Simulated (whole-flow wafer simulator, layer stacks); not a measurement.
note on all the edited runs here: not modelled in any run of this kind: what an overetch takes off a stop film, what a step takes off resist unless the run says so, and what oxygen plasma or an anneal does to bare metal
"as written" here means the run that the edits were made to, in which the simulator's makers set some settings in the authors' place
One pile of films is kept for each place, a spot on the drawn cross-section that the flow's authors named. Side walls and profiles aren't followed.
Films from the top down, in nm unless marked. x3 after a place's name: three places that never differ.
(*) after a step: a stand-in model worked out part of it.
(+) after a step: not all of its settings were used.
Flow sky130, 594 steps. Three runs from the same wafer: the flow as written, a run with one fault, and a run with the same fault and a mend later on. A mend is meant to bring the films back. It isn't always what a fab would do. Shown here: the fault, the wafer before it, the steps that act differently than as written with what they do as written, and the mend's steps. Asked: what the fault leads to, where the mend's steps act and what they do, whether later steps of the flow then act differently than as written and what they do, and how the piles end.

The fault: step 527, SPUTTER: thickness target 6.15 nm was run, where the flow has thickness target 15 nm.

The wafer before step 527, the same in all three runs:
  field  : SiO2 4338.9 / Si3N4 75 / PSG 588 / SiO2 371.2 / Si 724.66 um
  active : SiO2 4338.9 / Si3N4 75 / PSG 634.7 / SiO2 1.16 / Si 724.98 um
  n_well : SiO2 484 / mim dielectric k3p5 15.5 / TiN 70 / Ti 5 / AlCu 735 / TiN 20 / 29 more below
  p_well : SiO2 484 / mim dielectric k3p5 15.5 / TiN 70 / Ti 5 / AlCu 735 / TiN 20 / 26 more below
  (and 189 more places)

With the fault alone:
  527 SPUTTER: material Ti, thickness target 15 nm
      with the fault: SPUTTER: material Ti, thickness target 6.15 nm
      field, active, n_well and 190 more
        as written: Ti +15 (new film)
        with the fault: Ti +6.15 (new film)
  Later steps of the flow that act differently than as written (19 more steps differ only slightly, by at most 2% or 0.5 nm, whichever is larger, and aren't shown):
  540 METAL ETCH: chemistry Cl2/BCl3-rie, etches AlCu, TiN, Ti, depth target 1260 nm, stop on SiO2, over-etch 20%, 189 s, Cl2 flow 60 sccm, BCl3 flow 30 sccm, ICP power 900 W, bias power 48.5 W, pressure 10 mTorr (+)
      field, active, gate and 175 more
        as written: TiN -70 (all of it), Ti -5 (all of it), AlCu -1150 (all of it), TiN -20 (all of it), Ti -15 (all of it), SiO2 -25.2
        with the fault: TiN -70 (all of it), Ti -5 (all of it), AlCu -1150 (all of it), TiN -20 (all of it), Ti -6.15 (all of it), SiO2 -26.1
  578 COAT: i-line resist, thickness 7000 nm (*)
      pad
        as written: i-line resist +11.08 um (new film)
        with the fault: i-line resist +11.09 um (new film)
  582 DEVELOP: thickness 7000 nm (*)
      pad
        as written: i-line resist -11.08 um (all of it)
        with the fault: i-line resist -11.09 um (all of it)
  At the end the piles differ from the flow's by more than 2% or 0.5 nm, whichever is larger, at n_well, p_well, sd_n and 12 more.
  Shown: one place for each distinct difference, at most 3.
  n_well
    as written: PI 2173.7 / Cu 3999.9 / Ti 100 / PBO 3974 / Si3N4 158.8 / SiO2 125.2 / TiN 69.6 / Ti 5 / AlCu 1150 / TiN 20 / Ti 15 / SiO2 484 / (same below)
    with the fault: PI 2174.7 / Cu 3999.9 / Ti 100 / PBO 3980.4 / Si3N4 158.8 / SiO2 125.2 / TiN 69.6 / Ti 5 / AlCu 1150 / TiN 20 / Ti 6.15 / SiO2 484 / (same below)
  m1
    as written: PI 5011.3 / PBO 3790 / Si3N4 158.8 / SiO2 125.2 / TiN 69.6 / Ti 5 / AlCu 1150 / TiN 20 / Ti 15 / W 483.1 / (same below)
    with the fault: PI 5011.7 / PBO 3797.3 / Si3N4 158.8 / SiO2 125.2 / TiN 69.6 / Ti 5 / AlCu 1150 / TiN 20 / Ti 6.15 / W 483.1 / (same below)
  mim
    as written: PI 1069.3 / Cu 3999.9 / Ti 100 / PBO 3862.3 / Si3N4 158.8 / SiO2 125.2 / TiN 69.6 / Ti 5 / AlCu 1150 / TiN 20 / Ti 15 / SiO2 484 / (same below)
    with the fault: PI 1070.2 / Cu 3999.9 / Ti 100 / PBO 3869.1 / Si3N4 158.8 / SiO2 125.2 / TiN 69.6 / Ti 5 / AlCu 1150 / TiN 20 / Ti 6.15 / SiO2 484 / (same below)

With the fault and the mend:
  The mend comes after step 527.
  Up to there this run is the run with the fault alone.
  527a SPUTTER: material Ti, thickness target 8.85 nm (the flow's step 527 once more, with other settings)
      field, active, n_well and 190 more
        Ti +8.85
  No later step of the flow acts differently than as written at any place that is followed.
  At the end the piles are the same as the flow's at every place that both follow.
